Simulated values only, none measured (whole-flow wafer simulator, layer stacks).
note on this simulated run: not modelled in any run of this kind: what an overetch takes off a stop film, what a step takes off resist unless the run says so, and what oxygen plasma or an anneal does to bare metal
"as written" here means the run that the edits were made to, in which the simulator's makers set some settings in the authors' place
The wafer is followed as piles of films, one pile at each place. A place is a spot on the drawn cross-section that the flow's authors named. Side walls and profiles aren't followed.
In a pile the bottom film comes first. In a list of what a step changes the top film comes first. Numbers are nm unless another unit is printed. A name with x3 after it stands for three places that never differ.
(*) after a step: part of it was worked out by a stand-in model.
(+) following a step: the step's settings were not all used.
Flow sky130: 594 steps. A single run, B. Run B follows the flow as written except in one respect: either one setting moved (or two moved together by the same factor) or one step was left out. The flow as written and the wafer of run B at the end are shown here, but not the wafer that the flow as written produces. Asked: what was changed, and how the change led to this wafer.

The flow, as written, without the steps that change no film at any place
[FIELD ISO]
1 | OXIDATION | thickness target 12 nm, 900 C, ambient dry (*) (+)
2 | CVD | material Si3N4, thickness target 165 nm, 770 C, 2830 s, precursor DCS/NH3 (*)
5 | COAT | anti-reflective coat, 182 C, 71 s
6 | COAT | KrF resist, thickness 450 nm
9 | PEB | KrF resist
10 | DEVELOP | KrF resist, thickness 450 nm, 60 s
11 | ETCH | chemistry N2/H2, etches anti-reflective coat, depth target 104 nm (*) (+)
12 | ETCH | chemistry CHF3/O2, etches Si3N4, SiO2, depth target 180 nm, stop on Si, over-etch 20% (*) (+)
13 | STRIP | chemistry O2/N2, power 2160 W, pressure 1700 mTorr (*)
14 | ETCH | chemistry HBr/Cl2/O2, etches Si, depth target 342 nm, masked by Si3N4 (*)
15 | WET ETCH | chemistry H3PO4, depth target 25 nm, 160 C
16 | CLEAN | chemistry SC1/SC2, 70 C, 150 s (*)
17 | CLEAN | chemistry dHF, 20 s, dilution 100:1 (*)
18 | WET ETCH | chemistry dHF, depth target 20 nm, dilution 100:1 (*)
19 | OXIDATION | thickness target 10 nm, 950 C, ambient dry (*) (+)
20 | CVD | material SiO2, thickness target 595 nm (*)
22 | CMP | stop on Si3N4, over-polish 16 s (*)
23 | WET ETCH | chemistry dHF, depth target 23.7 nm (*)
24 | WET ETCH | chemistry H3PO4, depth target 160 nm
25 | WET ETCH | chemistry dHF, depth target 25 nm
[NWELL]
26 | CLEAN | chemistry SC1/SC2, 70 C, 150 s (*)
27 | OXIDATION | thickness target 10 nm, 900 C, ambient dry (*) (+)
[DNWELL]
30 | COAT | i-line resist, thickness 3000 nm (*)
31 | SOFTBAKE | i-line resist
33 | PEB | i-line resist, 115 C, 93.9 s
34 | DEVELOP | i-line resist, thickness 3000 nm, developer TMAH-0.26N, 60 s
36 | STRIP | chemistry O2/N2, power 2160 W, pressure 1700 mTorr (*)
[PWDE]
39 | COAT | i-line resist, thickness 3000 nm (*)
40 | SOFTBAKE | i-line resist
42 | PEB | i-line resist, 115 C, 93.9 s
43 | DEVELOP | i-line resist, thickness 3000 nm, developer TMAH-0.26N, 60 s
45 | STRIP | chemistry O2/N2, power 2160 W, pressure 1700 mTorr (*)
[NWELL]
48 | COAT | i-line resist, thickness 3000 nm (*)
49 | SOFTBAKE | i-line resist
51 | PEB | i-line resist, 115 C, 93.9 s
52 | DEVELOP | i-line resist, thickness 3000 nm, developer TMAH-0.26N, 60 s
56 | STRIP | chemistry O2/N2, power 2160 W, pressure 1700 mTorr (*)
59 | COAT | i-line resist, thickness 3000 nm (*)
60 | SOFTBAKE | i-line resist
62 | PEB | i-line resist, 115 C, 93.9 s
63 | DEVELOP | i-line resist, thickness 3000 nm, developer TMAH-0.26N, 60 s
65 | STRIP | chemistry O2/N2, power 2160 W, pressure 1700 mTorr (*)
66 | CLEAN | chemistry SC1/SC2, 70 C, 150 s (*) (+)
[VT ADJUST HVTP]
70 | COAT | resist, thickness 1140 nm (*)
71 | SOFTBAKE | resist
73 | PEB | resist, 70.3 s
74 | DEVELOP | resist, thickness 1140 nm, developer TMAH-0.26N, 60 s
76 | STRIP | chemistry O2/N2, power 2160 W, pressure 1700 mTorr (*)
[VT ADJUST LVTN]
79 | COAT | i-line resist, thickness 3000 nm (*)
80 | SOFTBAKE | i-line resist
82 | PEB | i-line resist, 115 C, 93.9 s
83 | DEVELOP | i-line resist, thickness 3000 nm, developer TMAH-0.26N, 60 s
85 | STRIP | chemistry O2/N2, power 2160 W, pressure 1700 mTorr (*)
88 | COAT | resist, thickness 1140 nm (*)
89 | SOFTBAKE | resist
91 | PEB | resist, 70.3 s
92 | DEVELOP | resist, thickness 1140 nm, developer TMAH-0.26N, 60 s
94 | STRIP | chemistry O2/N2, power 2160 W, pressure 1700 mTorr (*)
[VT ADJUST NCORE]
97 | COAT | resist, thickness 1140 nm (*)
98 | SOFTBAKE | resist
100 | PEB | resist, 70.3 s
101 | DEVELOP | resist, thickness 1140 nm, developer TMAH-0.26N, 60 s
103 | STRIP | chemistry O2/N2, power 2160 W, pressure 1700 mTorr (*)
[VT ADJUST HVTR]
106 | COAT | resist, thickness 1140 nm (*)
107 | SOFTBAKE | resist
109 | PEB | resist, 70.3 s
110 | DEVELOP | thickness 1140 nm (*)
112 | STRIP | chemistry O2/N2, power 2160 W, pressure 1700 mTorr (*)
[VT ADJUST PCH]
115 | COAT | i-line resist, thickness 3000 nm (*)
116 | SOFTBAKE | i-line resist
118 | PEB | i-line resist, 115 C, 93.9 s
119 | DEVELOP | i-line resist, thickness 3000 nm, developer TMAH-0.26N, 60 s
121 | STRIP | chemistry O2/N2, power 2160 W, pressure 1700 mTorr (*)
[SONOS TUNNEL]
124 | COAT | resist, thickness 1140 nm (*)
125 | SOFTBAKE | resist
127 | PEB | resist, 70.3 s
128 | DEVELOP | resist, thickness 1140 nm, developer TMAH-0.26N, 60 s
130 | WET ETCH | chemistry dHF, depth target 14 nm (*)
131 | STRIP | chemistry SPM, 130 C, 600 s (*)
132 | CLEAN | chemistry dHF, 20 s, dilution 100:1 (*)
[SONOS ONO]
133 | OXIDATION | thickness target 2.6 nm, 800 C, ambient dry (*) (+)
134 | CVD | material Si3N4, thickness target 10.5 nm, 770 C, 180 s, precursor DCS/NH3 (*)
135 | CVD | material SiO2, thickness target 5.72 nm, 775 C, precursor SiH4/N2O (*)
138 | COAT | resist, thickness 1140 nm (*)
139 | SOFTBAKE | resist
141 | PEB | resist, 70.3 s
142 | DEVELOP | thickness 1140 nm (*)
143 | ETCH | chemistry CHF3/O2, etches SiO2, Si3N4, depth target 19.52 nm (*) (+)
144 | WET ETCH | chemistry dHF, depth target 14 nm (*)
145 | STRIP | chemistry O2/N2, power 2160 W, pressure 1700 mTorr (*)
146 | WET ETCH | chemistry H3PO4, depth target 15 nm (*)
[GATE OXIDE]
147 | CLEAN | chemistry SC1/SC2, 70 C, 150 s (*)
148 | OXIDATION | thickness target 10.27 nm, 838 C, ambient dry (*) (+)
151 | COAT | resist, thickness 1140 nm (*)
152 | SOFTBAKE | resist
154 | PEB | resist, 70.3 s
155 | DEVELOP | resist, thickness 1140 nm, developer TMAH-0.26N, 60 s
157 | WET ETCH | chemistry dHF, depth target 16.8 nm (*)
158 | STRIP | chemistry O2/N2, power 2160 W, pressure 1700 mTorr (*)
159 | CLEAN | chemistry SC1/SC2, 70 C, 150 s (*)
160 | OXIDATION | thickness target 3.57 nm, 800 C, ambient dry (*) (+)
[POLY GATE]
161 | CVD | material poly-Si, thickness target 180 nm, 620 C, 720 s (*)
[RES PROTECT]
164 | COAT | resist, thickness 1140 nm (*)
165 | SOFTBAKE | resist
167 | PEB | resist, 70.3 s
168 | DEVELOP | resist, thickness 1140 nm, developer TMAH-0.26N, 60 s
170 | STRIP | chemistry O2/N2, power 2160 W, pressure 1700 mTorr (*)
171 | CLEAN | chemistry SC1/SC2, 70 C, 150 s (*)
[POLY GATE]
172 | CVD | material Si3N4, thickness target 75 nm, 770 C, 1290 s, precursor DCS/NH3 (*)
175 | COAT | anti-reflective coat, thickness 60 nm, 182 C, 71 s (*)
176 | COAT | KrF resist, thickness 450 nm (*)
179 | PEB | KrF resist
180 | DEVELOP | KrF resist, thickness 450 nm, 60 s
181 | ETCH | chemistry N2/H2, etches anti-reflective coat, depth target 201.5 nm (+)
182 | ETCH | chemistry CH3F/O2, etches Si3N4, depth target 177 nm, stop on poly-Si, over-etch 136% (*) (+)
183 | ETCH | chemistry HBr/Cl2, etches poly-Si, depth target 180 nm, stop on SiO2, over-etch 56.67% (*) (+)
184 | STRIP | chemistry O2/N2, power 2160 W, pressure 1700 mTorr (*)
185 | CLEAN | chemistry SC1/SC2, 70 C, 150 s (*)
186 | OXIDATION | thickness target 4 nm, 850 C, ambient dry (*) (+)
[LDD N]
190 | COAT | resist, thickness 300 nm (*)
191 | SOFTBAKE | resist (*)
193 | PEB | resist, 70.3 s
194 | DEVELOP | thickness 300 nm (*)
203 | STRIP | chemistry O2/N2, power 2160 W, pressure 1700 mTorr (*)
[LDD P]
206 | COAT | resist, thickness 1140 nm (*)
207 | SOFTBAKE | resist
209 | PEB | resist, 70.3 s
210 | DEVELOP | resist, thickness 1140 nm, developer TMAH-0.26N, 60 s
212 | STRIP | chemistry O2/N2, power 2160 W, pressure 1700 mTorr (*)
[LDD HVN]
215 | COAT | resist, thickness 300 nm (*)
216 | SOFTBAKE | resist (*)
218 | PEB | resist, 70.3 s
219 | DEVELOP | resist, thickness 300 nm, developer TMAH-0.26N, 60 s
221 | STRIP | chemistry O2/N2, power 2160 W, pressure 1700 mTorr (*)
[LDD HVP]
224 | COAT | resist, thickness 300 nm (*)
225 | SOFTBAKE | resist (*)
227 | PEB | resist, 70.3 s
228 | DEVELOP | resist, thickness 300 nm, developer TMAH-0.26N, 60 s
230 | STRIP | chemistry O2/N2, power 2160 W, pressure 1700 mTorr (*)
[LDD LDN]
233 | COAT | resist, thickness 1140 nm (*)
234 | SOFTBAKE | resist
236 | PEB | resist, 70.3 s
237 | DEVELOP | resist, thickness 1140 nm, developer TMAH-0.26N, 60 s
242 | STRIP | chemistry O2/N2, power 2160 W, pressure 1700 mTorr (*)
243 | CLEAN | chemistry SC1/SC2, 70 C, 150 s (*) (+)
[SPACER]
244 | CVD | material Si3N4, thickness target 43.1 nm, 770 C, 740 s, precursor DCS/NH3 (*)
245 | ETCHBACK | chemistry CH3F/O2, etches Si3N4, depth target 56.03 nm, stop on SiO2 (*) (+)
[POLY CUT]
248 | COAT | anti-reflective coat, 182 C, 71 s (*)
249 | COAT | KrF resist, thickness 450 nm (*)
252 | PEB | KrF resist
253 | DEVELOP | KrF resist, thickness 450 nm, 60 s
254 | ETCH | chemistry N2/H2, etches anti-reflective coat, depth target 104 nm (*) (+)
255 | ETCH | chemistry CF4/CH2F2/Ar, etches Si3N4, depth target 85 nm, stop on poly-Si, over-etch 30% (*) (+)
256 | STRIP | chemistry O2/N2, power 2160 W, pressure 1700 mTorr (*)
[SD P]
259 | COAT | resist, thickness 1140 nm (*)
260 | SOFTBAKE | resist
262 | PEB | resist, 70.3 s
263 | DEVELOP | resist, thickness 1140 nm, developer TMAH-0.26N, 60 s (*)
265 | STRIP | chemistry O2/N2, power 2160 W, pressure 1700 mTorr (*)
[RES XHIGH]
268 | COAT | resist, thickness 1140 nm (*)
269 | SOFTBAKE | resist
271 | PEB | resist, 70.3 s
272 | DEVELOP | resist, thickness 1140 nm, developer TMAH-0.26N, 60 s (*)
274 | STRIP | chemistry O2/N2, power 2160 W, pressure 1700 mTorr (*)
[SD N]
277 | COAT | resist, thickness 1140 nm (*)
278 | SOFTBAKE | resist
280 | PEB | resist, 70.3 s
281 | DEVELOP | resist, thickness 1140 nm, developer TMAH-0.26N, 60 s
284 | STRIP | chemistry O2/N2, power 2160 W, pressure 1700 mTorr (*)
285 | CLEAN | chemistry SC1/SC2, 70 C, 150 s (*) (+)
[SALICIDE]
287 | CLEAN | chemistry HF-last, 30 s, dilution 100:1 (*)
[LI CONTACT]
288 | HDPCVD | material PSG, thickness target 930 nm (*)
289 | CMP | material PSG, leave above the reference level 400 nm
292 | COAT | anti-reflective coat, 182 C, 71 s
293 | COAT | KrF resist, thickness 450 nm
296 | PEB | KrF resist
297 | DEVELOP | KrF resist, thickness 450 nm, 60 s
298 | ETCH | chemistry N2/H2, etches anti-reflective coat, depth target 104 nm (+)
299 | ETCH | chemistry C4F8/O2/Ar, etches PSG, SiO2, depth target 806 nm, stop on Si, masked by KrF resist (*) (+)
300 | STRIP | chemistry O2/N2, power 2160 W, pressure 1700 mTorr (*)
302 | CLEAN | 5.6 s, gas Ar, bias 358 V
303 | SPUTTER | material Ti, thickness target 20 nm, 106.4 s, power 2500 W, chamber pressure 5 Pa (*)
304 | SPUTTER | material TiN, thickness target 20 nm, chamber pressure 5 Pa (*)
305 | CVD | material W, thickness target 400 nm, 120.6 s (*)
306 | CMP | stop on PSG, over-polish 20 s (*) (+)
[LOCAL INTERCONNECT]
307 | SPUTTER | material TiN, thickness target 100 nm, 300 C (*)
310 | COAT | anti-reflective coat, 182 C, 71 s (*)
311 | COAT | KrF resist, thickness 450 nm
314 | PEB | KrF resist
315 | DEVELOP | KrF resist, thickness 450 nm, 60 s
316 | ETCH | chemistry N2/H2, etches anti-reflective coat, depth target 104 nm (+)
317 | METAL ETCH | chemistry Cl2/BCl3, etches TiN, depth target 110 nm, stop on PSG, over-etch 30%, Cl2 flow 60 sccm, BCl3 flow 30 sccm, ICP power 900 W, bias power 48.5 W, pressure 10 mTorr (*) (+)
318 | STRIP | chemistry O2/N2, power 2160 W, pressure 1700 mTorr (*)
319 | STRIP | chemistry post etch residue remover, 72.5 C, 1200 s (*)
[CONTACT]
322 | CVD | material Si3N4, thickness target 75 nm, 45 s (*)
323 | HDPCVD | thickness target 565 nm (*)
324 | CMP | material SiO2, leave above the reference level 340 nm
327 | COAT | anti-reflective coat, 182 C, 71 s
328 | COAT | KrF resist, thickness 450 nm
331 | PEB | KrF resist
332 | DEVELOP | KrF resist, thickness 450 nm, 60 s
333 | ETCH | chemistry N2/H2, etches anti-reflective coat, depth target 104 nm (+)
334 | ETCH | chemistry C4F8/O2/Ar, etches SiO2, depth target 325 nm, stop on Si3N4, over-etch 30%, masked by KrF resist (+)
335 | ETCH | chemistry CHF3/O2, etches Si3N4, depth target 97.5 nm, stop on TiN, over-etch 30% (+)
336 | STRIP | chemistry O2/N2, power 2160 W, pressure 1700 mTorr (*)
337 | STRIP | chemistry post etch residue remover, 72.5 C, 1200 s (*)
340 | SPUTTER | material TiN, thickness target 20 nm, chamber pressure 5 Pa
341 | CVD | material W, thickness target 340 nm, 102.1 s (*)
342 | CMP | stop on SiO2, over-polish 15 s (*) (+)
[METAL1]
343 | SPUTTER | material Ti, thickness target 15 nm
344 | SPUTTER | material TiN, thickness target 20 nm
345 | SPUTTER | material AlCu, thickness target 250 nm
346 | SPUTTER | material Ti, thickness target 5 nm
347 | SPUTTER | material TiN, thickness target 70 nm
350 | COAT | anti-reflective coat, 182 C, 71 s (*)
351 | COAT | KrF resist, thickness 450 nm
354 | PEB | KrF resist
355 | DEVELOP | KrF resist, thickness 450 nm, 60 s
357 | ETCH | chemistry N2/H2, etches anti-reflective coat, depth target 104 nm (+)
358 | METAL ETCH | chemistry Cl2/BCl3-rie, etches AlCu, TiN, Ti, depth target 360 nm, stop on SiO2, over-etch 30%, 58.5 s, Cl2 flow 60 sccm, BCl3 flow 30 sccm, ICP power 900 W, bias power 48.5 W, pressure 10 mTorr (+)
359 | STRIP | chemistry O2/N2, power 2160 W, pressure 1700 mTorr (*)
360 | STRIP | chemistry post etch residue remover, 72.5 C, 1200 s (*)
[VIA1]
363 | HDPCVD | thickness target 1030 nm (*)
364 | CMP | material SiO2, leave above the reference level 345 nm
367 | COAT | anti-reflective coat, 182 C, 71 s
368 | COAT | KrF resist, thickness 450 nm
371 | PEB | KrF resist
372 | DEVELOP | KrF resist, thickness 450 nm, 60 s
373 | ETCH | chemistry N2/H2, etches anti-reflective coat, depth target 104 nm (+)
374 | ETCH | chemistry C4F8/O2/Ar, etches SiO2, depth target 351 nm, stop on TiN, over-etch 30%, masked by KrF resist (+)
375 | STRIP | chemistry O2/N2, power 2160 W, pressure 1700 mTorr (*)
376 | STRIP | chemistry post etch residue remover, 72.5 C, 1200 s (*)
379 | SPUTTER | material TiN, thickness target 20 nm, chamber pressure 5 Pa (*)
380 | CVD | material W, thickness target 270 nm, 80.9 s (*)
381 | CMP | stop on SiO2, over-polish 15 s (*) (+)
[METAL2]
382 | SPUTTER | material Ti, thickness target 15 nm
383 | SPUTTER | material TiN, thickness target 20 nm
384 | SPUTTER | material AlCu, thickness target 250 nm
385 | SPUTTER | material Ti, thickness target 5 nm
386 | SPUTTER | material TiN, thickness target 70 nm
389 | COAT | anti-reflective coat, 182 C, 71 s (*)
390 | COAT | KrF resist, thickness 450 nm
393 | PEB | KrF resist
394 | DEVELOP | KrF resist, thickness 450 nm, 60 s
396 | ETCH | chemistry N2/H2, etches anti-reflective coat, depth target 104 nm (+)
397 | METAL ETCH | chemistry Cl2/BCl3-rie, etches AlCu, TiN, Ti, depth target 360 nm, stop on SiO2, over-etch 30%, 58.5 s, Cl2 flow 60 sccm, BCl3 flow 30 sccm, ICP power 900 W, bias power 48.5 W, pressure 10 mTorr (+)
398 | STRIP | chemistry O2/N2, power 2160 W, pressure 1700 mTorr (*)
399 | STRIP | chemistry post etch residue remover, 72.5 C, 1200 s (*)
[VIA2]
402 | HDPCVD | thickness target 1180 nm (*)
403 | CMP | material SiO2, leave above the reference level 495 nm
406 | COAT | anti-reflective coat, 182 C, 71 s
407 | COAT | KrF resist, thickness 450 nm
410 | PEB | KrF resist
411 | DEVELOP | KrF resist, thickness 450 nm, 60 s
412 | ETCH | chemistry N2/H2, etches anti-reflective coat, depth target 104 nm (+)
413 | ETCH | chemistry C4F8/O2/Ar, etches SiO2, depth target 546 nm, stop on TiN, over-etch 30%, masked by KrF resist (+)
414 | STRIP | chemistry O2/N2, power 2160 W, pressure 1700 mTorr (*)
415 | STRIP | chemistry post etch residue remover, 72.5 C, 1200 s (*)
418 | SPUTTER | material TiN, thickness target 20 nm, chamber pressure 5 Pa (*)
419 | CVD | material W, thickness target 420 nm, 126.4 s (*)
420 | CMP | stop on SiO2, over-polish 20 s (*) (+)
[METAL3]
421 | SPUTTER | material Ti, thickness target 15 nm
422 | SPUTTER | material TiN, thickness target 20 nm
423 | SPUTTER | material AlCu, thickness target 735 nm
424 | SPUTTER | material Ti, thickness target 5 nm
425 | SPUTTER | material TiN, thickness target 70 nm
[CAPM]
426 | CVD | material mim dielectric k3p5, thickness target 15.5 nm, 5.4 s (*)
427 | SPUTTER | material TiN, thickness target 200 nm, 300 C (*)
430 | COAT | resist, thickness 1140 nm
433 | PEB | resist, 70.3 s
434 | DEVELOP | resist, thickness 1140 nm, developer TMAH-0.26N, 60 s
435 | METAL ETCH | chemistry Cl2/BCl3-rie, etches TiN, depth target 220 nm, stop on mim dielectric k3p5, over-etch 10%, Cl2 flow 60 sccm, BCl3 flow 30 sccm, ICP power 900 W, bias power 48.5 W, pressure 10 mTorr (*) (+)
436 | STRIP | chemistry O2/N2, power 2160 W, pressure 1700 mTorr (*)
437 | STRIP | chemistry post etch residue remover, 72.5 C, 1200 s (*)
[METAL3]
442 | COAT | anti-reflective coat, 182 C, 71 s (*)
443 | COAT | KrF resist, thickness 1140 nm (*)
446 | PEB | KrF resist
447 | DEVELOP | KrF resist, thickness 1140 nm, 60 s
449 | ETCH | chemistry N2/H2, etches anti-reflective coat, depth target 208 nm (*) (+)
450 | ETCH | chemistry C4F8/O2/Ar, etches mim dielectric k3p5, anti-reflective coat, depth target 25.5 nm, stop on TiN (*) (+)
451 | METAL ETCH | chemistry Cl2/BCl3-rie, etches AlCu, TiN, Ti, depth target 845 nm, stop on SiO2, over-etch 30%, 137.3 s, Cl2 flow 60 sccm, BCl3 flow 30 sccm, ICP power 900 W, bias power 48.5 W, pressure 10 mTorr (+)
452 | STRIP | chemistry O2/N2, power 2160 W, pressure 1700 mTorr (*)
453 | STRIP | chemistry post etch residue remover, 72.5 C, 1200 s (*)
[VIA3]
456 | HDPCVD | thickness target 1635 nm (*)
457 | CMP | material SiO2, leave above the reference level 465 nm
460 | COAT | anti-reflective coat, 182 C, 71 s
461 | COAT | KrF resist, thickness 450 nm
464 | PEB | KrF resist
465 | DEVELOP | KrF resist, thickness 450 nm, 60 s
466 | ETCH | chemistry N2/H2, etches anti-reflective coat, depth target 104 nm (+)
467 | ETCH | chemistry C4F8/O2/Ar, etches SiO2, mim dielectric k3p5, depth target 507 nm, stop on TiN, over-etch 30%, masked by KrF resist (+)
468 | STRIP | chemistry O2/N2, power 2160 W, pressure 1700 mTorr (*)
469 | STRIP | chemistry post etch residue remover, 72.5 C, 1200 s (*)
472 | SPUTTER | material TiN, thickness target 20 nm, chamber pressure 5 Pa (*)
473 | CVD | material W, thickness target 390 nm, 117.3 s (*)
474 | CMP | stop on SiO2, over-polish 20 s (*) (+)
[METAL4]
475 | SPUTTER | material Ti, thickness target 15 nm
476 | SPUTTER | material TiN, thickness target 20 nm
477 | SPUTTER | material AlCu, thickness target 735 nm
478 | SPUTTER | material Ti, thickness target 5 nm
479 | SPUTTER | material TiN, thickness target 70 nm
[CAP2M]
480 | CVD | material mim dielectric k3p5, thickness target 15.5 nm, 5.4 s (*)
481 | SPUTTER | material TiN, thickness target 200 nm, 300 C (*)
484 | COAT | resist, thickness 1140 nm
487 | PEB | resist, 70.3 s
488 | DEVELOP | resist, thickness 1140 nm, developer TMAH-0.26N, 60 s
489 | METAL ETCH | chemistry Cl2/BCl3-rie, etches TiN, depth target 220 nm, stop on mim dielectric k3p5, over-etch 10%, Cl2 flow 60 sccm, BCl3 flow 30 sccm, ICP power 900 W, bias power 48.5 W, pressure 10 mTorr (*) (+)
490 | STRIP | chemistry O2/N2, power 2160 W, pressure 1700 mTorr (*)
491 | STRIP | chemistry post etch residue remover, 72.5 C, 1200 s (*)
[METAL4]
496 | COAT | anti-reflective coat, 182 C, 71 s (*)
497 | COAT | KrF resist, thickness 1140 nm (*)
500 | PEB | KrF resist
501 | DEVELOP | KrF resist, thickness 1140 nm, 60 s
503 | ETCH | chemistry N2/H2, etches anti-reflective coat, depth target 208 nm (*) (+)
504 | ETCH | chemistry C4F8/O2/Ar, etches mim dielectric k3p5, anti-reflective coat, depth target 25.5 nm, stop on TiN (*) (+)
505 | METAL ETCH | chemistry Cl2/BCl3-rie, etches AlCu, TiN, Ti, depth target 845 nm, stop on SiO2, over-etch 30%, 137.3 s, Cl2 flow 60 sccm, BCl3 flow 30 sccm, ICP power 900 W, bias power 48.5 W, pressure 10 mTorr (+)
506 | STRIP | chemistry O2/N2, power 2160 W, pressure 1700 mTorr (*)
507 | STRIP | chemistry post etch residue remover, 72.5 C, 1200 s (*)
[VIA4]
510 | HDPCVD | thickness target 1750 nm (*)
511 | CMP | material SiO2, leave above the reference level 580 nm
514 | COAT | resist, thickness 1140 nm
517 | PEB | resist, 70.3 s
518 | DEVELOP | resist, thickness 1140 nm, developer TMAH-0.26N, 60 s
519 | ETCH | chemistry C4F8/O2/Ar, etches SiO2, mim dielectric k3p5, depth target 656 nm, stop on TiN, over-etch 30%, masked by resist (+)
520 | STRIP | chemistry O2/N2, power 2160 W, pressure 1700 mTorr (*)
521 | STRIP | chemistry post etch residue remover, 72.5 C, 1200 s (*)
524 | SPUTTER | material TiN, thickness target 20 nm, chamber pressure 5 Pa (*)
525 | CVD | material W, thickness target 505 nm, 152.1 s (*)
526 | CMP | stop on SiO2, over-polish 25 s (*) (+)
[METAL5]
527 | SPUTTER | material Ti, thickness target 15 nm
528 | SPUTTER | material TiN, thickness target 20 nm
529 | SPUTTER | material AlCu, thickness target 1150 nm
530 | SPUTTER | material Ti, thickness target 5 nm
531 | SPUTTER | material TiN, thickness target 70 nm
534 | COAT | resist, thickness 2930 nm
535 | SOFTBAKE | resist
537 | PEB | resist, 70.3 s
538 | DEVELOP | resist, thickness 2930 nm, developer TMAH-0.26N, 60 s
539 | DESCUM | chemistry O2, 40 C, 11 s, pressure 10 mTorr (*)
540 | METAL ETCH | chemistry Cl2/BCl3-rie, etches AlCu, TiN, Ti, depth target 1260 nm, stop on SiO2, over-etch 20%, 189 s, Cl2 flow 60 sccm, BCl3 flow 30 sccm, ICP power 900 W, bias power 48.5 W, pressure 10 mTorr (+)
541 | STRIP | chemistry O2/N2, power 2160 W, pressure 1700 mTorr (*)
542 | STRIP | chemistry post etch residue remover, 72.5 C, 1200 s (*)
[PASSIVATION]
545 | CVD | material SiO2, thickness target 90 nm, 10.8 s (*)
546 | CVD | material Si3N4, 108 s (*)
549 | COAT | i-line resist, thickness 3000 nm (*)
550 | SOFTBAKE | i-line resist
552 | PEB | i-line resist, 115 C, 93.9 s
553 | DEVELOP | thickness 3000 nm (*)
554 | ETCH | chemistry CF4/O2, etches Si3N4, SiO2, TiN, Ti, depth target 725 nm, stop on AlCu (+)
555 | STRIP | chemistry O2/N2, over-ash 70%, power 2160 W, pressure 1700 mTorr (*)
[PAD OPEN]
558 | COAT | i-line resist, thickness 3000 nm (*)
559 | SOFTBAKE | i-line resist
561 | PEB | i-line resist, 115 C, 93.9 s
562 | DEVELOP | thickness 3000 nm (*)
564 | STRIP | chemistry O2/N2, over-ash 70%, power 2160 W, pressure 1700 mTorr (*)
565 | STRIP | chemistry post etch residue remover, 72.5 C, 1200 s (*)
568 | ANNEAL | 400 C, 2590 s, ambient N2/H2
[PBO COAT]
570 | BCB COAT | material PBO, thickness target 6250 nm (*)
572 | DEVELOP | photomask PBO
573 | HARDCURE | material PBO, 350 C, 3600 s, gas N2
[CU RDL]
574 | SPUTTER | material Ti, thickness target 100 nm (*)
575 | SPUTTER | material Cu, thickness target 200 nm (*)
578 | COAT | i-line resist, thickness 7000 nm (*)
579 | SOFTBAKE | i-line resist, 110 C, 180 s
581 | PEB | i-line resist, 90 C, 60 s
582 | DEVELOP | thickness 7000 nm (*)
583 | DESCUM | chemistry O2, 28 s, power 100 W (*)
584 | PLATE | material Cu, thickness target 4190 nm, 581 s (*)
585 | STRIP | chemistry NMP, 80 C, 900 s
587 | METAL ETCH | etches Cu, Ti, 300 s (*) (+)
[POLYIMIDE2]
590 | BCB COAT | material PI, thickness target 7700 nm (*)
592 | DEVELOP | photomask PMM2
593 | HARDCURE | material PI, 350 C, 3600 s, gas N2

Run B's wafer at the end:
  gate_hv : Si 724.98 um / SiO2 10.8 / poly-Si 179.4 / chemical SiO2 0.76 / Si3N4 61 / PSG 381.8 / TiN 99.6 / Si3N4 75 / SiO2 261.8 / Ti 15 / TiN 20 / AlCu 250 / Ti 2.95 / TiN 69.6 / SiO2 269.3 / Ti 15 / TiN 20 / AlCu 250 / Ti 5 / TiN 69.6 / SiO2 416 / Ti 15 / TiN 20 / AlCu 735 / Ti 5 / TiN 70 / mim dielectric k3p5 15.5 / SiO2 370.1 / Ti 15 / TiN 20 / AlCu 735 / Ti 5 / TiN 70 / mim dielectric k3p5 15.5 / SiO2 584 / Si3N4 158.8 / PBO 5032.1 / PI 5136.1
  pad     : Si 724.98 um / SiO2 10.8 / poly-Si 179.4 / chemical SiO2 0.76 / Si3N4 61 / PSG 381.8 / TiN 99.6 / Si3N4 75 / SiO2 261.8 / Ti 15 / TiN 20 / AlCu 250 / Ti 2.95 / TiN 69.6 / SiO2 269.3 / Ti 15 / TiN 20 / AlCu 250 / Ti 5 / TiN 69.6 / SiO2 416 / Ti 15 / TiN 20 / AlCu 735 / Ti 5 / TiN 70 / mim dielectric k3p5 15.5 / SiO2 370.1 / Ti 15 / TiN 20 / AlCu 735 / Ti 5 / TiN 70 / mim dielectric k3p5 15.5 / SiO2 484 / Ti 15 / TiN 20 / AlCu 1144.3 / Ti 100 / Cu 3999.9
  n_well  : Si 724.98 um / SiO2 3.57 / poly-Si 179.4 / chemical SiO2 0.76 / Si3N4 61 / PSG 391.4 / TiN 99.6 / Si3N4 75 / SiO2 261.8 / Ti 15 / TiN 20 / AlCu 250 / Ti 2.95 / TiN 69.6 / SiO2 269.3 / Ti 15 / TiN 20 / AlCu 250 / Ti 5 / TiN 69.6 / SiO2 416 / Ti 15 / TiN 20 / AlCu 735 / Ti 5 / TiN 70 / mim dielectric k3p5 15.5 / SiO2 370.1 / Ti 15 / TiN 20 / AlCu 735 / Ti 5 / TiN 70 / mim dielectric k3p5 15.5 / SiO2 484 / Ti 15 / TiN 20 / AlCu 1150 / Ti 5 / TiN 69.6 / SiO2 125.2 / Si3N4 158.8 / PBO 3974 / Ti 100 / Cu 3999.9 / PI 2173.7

Cause: step 346, SPUTTER: thickness target 2.95 nm was run, whereas the flow has thickness target 5 nm.
The wafer itself shows it: gate_hv has Ti 2.95, and step 346 as written asks for 5 nm.

Step by step, how the change led to this:
  346 | SPUTTER | material Ti, thickness target 5 nm
      field, active, n_well and 188 more: +2.95 Ti (new film) (it would be, as written: +5 Ti (new film))
  358 | METAL ETCH | chemistry Cl2/BCl3-rie, etches AlCu, TiN, Ti, depth target 360 nm, stop on SiO2, over-etch 30%, 58.5 s, Cl2 flow 60 sccm, BCl3 flow 30 sccm, ICP power 900 W, bias power 48.5 W, pressure 10 mTorr (+)
      field, active, gate and 81 more: -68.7 TiN (all of it), -2.95 Ti (all of it), -250 AlCu (all of it), -20 TiN (all of it), -15 Ti (all of it), -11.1 SiO2 (it would be, as written: -68.7 TiN (all of it), -5 Ti (all of it), -250 AlCu (all of it), -20 TiN (all of it), -15 Ti (all of it), -10.9 SiO2)
